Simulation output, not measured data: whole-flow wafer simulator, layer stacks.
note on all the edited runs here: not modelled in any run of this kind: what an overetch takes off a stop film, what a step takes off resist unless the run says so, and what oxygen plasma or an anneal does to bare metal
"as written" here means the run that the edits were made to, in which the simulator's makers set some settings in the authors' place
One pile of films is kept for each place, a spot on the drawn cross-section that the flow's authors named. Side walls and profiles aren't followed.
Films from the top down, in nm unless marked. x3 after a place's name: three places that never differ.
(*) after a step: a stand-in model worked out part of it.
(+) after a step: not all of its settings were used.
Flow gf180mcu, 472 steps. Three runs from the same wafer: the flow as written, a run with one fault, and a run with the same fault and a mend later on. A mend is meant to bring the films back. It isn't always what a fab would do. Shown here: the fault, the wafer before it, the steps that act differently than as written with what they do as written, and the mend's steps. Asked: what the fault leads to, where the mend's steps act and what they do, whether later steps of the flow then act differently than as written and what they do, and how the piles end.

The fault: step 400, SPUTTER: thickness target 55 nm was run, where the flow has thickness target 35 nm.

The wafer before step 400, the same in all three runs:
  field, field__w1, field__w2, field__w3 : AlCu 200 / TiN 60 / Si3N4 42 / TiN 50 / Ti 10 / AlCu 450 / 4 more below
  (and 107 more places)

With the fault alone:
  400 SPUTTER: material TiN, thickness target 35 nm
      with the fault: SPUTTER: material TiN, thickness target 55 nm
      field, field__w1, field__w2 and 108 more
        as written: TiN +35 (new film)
        with the fault: TiN +55 (new film)
  Later steps of the flow that act differently than as written (6 more steps differ only slightly, by at most 2% or 0.5 nm, whichever is larger, and aren't shown):
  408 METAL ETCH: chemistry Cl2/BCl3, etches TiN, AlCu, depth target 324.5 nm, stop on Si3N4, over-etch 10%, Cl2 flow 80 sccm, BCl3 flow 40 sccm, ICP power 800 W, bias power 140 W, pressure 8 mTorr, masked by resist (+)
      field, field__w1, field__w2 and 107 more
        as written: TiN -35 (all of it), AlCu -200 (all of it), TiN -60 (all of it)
        with the fault: TiN -55 (all of it), AlCu -200 (all of it), TiN -60 (all of it)
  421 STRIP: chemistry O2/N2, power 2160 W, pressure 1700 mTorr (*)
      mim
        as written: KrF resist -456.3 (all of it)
        with the fault: KrF resist -441.4 (all of it)
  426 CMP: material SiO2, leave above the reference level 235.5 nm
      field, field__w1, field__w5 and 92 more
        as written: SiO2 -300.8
        with the fault: SiO2 -280.8
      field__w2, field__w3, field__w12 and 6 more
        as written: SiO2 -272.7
        with the fault: SiO2 -252.7
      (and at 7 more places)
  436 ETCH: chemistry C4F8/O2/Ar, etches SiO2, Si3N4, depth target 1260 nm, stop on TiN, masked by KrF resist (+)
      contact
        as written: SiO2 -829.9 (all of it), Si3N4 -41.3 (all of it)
        with the fault: SiO2 -849.9 (all of it), Si3N4 -41.3 (all of it)
  At the end the piles differ from the flow's by more than 2% or 0.5 nm, whichever is larger, at field__w8, contact, m1, m1__w1, mim, m1_nw.
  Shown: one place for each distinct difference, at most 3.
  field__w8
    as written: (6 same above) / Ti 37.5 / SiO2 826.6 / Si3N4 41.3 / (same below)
    with the fault: (6 same above) / Ti 37.5 / SiO2 846.6 / Si3N4 41.3 / (same below)
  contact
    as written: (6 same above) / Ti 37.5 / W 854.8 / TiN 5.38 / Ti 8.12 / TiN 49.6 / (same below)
    with the fault: (6 same above) / Ti 37.5 / W 875 / TiN 5.32 / Ti 8.03 / TiN 49.6 / (same below)
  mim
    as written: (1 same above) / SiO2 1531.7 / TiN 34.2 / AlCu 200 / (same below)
    with the fault: (1 same above) / SiO2 1531.7 / TiN 54.2 / AlCu 200 / (same below)

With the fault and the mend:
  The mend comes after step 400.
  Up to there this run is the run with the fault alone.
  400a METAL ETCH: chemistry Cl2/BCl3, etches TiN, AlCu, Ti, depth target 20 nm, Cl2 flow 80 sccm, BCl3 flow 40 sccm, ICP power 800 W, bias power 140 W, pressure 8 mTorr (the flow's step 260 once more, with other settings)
      field, field__w1, field__w2 and 108 more
        TiN -20
  No later step of the flow acts differently than as written at any place that is followed.
  At the end the piles are the same as the flow's at every place that both follow.
